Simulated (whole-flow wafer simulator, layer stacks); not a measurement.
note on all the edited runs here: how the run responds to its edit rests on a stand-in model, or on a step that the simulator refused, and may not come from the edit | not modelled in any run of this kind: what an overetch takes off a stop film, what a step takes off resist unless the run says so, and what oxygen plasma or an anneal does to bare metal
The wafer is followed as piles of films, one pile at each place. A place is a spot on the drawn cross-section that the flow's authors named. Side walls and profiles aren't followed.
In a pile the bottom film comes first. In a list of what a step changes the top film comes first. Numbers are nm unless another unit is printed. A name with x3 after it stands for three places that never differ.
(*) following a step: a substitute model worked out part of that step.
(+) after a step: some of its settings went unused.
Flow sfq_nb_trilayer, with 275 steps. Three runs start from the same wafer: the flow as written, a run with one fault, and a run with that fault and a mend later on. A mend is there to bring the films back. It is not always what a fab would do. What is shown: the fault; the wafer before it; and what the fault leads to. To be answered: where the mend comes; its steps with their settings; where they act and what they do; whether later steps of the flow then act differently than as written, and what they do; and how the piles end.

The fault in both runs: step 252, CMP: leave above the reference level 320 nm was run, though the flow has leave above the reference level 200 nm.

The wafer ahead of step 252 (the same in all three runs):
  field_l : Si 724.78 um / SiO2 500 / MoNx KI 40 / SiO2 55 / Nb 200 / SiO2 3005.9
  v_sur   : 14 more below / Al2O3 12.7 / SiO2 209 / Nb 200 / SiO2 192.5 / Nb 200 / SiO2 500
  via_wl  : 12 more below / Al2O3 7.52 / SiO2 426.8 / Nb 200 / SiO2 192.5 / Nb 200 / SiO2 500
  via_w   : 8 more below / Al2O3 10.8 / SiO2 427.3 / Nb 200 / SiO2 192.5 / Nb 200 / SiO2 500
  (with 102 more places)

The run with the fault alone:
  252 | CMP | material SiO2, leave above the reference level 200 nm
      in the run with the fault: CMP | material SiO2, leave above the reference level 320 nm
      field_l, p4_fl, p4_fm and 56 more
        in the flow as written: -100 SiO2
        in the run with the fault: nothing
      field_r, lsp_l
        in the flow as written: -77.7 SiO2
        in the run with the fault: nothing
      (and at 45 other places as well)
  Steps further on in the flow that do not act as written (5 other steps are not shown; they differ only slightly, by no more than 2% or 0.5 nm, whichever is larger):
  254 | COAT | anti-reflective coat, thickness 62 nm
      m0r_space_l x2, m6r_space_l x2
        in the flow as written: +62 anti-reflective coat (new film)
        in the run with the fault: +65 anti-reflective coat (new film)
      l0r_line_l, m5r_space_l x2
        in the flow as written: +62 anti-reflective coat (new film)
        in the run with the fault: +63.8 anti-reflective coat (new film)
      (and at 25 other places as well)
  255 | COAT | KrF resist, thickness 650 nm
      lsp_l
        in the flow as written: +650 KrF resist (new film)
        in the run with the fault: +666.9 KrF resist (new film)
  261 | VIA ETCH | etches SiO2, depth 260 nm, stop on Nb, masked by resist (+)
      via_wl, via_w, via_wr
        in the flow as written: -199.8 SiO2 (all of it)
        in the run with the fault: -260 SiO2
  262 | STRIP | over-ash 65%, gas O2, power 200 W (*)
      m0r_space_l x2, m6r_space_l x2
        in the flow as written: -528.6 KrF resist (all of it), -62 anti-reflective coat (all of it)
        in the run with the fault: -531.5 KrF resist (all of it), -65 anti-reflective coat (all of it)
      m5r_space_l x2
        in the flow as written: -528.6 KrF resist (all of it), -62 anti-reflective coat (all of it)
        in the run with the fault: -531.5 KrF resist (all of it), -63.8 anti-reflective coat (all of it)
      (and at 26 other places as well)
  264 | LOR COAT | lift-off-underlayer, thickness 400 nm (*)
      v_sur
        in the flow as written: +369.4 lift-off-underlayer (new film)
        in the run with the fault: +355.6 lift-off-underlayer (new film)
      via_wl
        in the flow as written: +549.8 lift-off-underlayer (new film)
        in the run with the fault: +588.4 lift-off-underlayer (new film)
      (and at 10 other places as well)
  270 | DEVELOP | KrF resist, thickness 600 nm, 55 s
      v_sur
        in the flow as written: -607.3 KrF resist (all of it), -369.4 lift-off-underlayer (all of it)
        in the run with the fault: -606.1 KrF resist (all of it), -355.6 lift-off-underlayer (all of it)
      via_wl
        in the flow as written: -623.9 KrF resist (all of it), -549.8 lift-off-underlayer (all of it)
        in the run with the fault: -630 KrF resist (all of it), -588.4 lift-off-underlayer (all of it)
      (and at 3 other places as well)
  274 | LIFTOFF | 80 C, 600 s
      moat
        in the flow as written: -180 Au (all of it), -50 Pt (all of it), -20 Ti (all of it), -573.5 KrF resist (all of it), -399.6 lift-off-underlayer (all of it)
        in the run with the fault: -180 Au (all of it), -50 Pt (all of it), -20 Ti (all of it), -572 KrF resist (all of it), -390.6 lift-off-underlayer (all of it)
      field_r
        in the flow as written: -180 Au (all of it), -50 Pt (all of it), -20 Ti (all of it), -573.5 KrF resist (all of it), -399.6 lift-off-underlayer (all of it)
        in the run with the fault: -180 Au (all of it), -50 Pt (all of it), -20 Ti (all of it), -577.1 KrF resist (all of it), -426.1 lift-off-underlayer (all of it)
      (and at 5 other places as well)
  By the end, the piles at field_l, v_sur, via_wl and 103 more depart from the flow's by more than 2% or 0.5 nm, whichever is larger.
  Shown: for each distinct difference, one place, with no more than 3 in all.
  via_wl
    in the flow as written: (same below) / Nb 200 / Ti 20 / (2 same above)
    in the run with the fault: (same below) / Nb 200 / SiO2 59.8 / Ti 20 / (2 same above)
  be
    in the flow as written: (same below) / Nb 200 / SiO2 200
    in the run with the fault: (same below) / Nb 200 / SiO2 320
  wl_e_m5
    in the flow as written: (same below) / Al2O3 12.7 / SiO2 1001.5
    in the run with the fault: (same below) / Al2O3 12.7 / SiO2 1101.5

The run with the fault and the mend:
  After step 259 comes the mend.
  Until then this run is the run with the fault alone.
  259a | STRIP | over-ash 65%, gas O2, power 200 W (*)
      be_sur, gap, jj_sur, ce_l, c5j
        -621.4 KrF resist (all of it), -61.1 anti-reflective coat (all of it)
      p3_l3, p3_s3, p3_l4, p3_s4, p3_l5
        -625.8 KrF resist (all of it), -62.2 anti-reflective coat (all of it)
      wl_j_sl, wl_jj, wl_j_sr, wl_a_sl, wl_g_sr
        -623.1 KrF resist (all of it), -61.5 anti-reflective coat (all of it)
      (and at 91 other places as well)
  259b | CMP | material SiO2, leave above the reference level 200 nm (the flow's step 252, run once more)
      field_l, p4_fl, p4_fm and 56 more
        -100 SiO2
      v_sur, via_wl, via_w and 40 more
        -120 SiO2
      field_r, lsp_l
        -77.7 SiO2
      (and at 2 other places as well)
  259c | COAT | anti-reflective coat, thickness 62 nm (the flow's step 254, run once more)
      field_l, v_sur, via_wl and 103 more
        +62 anti-reflective coat (new film)
  259d | COAT | KrF resist, thickness 650 nm (the flow's step 255, run once more)
      field_l, v_sur, via_wl and 103 more
        +650 KrF resist (new film)
  259e | SOFTBAKE | KrF resist (the flow's step 256, run once more)
      leaves every film unchanged at each place that is followed
  259f | EXPOSE | photomask I7, dose 11.93 mJ/cm2, NA 0.6, wavelength 248 nm (*) (the flow's step 257, run once more)
      leaves every film unchanged at each place that is followed
  259g | PEB | KrF resist, 90 s (the flow's step 258, run once more)
      field_l, v_sur, via_wl and 103 more
        -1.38 KrF resist
  259h | DEVELOP | KrF resist, thickness 650 nm, 60 s (the flow's step 259, run once more)
      field_l, v_sur, via_sp and 100 more
        -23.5 KrF resist
      via_wl, via_w, via_wr
        -648.6 KrF resist (all of it)
  None of the later steps of the flow acts differently than as written at any place that is followed.
  By the end, the piles equal the flow's at every place that both follow.
